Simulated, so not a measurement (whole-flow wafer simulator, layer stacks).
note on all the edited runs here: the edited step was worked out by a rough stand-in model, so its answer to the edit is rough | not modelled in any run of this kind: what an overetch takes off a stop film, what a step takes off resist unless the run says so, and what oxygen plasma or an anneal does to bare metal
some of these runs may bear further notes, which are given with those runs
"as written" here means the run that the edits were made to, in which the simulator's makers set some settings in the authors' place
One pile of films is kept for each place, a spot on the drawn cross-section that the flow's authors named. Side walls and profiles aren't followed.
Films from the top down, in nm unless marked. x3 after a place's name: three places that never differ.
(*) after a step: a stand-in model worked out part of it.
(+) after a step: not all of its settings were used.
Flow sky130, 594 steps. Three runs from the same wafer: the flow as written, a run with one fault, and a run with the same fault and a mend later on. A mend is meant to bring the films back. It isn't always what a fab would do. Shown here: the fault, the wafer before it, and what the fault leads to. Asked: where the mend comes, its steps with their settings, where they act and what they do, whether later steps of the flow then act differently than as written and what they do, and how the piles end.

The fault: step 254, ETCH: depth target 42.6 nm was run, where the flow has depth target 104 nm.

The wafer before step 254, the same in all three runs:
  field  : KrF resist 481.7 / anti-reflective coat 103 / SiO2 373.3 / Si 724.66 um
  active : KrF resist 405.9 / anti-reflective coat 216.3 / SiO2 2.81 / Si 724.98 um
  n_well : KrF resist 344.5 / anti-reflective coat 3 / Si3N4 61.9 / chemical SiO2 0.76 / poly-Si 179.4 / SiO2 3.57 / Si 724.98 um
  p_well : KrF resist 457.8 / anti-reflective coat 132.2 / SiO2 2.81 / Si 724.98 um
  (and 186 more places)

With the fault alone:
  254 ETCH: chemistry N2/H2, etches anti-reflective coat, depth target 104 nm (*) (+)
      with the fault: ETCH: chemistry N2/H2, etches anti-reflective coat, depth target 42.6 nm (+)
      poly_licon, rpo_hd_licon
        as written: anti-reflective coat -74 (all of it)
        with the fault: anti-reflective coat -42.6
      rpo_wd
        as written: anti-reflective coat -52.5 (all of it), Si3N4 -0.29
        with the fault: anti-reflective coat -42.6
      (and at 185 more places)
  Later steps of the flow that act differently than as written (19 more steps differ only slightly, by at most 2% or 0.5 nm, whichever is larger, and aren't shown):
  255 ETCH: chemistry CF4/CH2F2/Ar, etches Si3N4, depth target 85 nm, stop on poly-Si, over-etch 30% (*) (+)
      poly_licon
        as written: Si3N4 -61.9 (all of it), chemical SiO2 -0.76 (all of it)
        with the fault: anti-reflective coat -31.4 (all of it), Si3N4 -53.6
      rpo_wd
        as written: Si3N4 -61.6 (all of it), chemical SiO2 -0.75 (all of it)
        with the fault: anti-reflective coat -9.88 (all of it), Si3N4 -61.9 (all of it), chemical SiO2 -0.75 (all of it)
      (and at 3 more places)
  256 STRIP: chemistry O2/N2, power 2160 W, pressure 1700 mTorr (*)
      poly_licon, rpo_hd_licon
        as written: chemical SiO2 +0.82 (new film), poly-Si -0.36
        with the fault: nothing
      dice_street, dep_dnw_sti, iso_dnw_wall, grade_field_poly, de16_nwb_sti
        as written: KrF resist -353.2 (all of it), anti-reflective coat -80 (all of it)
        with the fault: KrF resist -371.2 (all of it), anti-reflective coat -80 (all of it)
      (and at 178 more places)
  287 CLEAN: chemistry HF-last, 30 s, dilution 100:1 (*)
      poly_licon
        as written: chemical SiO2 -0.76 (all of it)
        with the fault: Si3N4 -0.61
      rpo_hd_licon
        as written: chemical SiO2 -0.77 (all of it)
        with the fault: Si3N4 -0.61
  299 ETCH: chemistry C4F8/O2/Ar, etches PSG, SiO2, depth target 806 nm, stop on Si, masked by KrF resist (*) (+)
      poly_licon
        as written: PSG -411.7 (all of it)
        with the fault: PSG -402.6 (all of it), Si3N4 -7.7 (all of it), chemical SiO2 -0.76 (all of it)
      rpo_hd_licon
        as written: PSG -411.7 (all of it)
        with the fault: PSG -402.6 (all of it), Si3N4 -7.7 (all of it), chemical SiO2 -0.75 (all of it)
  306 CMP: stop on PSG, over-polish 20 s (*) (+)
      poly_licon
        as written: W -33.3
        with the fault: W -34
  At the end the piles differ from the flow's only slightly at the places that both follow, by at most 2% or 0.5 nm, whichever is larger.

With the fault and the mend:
  The mend comes after step 254.
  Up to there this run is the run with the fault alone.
  254a ETCH: chemistry N2/H2, etches anti-reflective coat, depth target 61.4 nm (+) (the flow's step 254 once more, with other settings)
      field, active, n_well and 180 more
        KrF resist -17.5
      poly_licon, rpo_hd_licon
        anti-reflective coat -31.4 (all of it)
      rpo_ln, rxpo_ln
        Si3N4 -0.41
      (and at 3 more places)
  No later step of the flow acts differently than as written, at any place that is followed, by more than 2% or 0.5 nm, whichever is larger.
  At the end the piles are the same as the flow's at every place that both follow.
